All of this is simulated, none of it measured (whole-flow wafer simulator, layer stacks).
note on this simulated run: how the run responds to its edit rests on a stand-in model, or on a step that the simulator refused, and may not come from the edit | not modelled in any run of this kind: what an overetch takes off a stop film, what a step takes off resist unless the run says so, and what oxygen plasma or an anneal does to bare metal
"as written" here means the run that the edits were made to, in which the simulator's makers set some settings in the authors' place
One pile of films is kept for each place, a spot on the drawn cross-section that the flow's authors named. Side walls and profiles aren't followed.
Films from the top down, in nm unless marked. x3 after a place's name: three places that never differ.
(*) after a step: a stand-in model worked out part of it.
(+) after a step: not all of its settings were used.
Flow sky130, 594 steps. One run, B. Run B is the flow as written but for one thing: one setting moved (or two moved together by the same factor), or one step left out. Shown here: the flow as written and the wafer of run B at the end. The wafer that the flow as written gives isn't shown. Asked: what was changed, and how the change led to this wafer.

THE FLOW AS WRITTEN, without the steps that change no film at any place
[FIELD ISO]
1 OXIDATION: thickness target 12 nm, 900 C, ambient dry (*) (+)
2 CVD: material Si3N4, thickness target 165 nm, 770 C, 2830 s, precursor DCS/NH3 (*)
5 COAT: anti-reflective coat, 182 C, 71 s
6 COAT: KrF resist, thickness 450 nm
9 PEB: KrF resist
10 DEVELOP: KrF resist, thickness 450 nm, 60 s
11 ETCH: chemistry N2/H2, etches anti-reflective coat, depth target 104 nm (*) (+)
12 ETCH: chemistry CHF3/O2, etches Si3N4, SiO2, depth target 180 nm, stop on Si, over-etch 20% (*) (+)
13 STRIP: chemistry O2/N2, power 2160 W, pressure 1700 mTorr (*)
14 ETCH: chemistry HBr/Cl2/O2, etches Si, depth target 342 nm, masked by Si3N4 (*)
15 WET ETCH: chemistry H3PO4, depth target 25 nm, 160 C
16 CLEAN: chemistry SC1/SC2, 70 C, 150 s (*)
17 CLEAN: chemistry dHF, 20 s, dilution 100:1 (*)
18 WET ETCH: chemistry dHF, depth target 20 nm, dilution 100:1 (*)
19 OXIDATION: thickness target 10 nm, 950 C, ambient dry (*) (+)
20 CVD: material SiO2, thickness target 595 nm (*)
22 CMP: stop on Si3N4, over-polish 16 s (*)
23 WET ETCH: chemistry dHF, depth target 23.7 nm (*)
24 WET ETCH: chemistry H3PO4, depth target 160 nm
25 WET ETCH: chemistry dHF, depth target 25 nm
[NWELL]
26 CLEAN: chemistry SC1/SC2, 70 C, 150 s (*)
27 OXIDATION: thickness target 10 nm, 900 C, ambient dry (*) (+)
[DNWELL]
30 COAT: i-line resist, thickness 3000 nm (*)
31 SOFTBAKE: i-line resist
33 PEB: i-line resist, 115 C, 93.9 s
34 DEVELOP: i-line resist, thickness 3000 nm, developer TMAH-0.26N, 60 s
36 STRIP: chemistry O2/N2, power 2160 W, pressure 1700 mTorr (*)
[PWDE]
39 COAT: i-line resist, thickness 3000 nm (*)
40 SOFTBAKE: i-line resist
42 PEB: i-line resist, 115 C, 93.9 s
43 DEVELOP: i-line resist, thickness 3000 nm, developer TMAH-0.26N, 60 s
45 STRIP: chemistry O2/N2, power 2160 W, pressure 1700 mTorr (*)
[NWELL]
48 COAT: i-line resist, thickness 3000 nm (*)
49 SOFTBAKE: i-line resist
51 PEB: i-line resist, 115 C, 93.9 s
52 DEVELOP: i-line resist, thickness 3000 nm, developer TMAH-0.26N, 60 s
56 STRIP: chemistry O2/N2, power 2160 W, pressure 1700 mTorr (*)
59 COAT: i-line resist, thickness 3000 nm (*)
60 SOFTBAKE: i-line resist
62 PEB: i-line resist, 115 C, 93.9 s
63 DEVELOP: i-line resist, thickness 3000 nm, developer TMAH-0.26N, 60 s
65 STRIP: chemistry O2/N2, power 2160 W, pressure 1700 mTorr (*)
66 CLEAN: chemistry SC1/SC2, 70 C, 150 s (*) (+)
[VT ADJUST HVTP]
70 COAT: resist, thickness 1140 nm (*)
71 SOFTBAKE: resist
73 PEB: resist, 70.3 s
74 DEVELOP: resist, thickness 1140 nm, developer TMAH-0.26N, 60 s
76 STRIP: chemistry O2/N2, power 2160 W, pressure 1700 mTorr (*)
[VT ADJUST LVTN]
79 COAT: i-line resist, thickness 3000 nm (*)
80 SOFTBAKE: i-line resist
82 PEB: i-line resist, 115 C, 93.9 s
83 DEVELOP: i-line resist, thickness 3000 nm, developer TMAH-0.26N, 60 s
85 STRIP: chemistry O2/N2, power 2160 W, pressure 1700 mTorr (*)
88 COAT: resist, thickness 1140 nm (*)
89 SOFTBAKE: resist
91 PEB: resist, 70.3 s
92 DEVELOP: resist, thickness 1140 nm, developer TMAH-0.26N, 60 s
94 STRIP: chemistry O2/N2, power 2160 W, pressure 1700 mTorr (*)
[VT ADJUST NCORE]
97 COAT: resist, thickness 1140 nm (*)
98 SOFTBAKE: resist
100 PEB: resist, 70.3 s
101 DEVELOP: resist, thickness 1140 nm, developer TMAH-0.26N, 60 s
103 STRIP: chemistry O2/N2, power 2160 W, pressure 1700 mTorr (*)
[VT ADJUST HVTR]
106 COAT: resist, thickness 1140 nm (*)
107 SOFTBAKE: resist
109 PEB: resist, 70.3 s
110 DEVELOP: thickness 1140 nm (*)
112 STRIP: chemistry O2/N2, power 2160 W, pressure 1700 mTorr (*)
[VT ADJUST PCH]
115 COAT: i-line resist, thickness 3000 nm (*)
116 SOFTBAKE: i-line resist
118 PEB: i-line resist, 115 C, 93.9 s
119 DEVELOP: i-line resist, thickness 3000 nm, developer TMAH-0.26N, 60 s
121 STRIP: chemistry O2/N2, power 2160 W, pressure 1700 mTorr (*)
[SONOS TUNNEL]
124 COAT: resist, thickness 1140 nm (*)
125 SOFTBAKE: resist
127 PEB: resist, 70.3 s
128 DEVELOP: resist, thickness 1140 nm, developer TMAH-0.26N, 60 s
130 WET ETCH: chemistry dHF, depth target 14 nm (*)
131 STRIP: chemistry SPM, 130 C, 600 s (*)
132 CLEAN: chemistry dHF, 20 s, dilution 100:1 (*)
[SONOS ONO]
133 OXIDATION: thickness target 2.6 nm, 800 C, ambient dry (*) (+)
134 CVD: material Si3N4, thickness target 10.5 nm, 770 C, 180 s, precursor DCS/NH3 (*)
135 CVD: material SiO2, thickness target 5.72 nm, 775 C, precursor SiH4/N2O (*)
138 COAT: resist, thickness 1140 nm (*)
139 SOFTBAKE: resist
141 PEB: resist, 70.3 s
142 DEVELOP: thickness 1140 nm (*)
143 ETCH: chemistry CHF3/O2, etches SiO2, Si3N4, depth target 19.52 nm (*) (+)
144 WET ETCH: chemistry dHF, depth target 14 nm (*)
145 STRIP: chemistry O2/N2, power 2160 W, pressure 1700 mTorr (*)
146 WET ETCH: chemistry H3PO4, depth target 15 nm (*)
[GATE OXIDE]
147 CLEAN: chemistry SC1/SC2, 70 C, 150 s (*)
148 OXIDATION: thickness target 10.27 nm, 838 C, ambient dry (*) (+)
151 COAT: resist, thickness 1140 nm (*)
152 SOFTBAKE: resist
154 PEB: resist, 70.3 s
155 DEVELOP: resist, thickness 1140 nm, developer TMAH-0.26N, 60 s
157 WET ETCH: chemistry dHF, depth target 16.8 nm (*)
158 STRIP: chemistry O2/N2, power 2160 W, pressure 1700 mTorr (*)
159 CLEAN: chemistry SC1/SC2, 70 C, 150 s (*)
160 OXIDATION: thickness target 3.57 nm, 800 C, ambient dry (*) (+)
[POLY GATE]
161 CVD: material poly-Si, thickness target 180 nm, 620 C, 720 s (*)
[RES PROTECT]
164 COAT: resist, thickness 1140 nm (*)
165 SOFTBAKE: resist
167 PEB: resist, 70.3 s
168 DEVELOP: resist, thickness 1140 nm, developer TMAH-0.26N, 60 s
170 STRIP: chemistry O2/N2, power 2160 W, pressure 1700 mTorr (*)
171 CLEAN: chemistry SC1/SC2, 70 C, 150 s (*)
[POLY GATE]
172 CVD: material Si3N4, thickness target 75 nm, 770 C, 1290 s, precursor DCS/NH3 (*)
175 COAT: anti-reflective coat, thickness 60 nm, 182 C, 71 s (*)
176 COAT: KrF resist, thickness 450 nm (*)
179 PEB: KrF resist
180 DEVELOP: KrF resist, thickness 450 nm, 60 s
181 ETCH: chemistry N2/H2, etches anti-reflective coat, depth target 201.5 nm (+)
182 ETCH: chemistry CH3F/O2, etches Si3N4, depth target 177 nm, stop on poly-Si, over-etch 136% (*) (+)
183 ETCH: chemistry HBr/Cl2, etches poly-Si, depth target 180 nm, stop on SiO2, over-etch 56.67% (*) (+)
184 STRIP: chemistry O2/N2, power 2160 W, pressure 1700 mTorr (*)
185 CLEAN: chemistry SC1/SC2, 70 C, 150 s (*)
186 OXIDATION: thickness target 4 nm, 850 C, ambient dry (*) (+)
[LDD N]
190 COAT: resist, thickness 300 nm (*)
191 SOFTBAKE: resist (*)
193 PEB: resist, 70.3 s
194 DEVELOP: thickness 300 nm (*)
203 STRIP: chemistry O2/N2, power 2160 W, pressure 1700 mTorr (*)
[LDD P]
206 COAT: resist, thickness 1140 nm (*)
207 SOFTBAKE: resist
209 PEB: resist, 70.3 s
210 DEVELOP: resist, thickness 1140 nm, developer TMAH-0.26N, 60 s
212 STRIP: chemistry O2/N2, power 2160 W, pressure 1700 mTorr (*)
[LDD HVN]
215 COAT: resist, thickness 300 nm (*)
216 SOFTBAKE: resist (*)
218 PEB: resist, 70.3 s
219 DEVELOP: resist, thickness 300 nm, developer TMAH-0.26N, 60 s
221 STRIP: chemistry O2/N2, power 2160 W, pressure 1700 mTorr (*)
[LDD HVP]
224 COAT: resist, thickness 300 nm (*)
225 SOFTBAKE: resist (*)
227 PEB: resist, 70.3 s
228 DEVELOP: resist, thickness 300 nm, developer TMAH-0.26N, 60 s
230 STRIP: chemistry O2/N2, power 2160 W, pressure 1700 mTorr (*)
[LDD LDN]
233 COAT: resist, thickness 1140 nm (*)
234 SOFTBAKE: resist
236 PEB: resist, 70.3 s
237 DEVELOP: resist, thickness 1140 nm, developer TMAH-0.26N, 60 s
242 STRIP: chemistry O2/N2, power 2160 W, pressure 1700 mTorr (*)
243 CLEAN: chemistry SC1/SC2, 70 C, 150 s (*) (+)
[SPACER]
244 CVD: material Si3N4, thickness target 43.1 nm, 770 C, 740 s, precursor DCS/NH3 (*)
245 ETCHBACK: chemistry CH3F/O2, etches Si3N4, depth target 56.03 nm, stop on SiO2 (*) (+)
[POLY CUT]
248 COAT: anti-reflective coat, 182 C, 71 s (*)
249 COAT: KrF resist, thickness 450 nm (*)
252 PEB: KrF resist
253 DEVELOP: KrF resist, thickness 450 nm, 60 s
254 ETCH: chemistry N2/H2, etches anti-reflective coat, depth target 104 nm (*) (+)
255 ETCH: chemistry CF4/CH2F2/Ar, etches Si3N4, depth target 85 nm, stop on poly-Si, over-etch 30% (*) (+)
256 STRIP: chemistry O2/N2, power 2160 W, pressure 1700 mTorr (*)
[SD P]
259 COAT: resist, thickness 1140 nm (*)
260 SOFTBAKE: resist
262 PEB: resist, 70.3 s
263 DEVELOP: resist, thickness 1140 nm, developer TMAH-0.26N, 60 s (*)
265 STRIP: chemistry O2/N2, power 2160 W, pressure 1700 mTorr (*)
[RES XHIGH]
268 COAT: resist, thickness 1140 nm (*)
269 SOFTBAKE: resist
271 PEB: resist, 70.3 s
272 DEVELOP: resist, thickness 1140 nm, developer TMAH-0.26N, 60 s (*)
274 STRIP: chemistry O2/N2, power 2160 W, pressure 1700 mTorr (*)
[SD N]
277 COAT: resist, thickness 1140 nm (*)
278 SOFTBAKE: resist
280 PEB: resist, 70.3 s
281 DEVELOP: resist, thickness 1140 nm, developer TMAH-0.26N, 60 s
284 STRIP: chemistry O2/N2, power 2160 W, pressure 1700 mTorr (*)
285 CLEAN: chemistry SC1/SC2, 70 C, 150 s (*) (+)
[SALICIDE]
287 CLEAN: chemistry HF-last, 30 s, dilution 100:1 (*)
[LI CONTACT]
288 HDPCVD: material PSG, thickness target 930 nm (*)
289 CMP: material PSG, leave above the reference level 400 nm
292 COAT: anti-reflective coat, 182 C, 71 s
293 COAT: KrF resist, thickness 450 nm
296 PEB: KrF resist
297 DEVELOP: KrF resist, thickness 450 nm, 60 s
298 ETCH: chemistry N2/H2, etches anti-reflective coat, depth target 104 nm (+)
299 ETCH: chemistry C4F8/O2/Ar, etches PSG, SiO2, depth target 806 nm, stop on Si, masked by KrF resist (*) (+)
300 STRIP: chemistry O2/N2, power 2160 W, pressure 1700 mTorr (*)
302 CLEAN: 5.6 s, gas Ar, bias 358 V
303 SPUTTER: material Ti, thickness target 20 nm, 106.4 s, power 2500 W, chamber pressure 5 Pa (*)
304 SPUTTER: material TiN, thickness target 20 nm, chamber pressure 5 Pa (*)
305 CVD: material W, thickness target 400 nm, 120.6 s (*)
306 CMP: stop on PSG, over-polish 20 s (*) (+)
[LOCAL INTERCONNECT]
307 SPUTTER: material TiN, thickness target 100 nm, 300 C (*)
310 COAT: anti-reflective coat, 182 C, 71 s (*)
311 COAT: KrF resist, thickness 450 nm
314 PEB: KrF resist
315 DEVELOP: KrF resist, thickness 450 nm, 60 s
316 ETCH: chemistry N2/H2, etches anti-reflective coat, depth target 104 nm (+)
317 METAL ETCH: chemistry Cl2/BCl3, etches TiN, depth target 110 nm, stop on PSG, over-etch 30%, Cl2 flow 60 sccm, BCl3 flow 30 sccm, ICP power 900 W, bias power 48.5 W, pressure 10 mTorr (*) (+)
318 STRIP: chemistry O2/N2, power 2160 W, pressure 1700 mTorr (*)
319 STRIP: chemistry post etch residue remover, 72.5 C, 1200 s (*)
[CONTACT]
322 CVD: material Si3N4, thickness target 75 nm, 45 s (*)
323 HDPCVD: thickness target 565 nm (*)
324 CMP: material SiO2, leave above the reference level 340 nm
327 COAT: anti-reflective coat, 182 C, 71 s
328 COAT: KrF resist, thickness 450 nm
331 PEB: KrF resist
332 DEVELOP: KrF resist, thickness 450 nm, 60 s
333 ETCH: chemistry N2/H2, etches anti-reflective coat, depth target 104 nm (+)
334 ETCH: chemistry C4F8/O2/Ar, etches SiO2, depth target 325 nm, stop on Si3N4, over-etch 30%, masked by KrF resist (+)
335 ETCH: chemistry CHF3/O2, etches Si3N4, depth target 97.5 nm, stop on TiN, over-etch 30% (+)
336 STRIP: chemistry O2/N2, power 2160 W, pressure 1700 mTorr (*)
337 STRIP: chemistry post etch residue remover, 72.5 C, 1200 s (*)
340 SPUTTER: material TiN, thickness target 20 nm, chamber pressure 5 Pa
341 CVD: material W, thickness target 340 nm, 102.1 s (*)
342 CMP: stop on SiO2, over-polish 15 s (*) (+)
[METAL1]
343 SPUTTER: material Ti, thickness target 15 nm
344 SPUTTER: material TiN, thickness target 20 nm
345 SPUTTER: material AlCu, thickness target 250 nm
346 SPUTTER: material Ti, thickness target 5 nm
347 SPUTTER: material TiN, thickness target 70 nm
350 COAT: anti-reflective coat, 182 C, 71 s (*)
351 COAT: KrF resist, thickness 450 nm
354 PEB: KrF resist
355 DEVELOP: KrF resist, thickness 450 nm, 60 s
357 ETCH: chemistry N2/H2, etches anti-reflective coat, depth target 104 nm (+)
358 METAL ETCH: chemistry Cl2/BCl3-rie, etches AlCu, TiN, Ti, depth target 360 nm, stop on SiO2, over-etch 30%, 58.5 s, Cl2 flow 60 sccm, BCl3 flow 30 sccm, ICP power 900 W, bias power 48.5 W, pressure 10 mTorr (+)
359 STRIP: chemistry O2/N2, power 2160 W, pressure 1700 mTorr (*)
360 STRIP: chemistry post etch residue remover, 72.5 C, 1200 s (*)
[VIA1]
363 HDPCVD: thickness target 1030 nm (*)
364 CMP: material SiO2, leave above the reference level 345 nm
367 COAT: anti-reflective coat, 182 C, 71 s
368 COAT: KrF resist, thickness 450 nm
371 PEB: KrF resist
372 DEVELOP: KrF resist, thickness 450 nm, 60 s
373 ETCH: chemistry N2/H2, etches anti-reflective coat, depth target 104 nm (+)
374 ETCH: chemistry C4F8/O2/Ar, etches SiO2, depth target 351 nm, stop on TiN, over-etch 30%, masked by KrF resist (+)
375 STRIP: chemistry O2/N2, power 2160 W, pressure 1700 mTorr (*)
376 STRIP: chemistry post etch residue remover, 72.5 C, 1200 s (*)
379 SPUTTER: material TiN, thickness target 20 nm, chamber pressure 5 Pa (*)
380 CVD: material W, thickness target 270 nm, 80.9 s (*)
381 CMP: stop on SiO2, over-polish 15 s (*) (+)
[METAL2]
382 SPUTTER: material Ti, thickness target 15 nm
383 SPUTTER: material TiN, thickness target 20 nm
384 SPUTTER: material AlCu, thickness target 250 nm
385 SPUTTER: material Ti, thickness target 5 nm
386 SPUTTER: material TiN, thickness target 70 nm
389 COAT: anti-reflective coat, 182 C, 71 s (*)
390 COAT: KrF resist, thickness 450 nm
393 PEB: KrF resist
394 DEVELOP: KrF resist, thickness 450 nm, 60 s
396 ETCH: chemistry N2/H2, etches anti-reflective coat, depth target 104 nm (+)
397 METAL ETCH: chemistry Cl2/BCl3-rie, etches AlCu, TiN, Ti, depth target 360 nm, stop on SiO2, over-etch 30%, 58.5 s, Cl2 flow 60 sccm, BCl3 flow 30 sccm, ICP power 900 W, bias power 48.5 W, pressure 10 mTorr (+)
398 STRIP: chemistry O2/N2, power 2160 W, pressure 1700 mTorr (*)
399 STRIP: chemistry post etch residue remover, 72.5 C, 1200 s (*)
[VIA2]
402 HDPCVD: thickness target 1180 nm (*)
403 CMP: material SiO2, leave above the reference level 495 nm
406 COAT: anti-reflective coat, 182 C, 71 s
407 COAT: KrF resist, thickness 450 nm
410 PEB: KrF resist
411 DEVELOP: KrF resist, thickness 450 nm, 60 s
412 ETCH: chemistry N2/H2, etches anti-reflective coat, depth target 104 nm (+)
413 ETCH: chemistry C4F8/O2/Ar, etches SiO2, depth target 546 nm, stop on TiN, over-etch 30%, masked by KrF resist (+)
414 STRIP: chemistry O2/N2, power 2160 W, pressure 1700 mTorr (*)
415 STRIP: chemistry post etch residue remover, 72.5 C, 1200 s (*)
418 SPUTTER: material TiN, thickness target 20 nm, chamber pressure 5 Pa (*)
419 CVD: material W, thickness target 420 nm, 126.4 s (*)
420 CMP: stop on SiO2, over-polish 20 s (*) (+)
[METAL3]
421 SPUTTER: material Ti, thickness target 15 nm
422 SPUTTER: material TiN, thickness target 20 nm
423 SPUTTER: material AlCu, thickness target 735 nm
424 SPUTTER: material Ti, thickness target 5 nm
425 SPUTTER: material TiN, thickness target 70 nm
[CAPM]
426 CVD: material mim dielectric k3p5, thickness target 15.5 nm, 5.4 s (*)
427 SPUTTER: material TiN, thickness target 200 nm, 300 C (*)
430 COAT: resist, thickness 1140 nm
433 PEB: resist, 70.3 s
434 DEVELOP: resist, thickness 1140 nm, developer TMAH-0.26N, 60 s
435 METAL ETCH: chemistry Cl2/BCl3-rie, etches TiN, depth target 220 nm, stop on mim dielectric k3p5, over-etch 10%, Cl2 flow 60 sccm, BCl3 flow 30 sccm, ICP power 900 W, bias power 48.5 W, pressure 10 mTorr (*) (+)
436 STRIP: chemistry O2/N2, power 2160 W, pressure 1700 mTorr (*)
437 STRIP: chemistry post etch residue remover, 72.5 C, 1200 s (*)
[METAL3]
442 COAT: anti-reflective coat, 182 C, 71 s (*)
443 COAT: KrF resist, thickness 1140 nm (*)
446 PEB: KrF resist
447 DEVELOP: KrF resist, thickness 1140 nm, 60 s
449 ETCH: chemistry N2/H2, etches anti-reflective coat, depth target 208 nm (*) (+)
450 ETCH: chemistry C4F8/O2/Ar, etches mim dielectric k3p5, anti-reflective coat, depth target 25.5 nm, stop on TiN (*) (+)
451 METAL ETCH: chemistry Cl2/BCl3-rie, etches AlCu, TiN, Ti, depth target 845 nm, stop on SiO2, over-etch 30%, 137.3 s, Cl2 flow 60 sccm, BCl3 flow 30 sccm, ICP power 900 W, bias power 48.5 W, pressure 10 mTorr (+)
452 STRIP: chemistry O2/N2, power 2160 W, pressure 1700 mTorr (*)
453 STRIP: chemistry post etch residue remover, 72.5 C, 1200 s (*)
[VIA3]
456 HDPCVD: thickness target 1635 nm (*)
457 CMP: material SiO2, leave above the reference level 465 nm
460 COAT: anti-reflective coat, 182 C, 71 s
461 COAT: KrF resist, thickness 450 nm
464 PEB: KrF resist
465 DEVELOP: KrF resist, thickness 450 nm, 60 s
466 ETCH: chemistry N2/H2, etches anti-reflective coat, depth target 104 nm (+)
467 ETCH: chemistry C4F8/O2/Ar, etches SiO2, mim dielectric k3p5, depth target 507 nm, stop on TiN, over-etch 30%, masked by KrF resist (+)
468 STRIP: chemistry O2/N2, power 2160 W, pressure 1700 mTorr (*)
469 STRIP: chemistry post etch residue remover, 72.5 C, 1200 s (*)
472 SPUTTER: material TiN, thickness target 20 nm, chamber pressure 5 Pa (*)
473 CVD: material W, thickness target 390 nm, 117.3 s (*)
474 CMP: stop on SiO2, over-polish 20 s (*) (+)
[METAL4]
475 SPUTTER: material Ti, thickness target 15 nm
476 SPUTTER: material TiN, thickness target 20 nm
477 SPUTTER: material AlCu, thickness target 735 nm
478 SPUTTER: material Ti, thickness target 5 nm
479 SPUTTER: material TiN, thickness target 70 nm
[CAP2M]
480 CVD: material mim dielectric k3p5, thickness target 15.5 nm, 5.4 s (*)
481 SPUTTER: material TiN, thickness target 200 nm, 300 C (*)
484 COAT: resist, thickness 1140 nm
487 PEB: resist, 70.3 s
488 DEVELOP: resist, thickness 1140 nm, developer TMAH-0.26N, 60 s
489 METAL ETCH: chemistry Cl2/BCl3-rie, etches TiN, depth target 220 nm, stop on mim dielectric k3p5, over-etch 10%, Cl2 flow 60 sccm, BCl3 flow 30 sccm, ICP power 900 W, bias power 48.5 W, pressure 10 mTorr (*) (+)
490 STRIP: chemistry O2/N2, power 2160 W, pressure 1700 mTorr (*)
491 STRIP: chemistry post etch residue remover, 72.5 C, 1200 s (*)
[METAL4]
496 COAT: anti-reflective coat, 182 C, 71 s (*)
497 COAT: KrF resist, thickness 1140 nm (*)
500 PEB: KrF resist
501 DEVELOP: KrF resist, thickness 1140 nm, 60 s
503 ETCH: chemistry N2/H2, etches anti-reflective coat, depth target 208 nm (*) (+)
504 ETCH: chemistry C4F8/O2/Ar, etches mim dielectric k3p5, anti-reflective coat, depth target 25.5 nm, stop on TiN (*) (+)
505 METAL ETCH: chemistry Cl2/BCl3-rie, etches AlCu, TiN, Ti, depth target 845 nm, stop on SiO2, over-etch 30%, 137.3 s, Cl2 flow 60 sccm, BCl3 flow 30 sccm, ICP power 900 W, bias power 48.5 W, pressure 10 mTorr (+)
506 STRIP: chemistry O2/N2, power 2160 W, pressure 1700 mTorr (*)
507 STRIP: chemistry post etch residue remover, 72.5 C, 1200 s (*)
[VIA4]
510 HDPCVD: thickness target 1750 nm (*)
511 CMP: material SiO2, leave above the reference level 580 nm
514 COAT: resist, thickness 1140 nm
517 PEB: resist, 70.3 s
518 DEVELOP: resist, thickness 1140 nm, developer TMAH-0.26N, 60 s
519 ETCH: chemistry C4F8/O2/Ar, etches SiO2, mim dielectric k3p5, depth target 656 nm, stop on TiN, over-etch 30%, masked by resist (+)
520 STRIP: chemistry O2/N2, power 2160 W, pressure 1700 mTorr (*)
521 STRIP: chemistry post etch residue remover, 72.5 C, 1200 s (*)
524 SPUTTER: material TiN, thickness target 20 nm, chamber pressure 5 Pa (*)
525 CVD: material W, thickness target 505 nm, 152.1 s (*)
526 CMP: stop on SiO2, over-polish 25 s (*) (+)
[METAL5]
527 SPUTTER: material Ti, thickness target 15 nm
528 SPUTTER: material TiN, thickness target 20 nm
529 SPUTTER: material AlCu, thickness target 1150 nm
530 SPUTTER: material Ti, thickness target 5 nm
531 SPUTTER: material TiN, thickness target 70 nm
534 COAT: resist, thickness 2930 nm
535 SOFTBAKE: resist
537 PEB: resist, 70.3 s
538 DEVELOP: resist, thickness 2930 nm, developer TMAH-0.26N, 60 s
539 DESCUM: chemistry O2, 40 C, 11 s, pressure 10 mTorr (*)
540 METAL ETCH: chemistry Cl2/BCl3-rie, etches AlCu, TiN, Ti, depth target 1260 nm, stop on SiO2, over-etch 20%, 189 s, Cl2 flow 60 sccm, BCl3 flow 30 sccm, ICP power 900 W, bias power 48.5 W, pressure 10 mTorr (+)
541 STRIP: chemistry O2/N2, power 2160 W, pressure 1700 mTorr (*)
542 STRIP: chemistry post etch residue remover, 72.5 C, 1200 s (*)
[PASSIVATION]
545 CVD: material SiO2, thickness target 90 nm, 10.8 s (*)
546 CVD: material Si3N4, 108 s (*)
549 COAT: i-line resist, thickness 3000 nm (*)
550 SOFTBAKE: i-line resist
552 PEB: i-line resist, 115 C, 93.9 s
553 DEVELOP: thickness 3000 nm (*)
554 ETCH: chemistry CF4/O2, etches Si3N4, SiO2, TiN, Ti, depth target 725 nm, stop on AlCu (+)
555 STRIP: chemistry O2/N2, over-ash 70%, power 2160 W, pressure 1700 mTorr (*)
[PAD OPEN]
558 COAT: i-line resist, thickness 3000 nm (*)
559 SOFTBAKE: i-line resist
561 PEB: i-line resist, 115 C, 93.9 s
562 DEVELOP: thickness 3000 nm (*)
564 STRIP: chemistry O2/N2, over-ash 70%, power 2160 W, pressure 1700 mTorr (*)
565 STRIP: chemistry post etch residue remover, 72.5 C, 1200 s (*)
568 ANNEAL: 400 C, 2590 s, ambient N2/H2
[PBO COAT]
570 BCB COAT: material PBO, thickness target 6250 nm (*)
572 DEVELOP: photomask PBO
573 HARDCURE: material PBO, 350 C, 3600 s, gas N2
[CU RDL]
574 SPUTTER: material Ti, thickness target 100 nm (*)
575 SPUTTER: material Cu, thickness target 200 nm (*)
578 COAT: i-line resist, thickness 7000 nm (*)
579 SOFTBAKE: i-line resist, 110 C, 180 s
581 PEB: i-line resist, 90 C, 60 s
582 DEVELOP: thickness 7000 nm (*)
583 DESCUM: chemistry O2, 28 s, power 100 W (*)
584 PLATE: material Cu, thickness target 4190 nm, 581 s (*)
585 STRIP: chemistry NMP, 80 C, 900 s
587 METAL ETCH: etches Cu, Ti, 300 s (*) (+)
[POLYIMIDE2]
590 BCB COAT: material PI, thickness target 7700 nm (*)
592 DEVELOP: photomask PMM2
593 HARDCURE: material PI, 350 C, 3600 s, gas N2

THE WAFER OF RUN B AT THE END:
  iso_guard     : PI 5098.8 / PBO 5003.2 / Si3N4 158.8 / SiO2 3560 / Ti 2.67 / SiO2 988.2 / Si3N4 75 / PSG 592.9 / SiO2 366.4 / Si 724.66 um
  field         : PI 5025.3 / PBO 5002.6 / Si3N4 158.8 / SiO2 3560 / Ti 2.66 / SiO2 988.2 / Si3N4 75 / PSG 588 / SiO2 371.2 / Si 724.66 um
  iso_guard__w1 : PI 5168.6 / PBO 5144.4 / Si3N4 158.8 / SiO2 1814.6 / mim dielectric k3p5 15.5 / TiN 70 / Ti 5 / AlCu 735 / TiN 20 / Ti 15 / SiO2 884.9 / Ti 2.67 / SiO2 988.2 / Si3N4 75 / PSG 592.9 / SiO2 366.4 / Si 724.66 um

The cause: step 384, SPUTTER: thickness target 362 nm was run, where the flow has thickness target 250 nm.

How the change led to this, step by step:
  384 SPUTTER: material AlCu, thickness target 250 nm
      field, active, n_well and 188 more: AlCu +362 (new film) (as written it would be: AlCu +250 (new film))
  397 METAL ETCH: chemistry Cl2/BCl3-rie, etches AlCu, TiN, Ti, depth target 360 nm, stop on SiO2, over-etch 30%, 58.5 s, Cl2 flow 60 sccm, BCl3 flow 30 sccm, ICP power 900 W, bias power 48.5 W, pressure 10 mTorr (+)
      field, active, gate and 82 more: TiN -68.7 (all of it), Ti -5 (all of it), AlCu -362 (all of it), TiN -20 (all of it), Ti -12.3 (as written it would be: TiN -68.7 (all of it), Ti -5 (all of it), AlCu -250 (all of it), TiN -20 (all of it), Ti -15 (all of it), SiO2 -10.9)
  402 HDPCVD: thickness target 1180 nm (*)
      field, active, gate and 82 more: SiO2 +1180 (new film) (as written it would be: SiO2 +1180)
  403 CMP: material SiO2, leave above the reference level 495 nm
      field, active, gate and 82 more: SiO2 -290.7 (as written it would be: SiO2 -389.1)
Counting metal films that touch as one body, iso_guard has 1 body; the flow as written gives 0 bodies.
Counting metal films that touch as one body, field has 1 body; the flow as written gives 0 bodies.
Counting metal films that touch as one body, iso_guard__w1 has 2 bodies (between them, from the top down: SiO2 884.9); the flow as written gives 1 body.
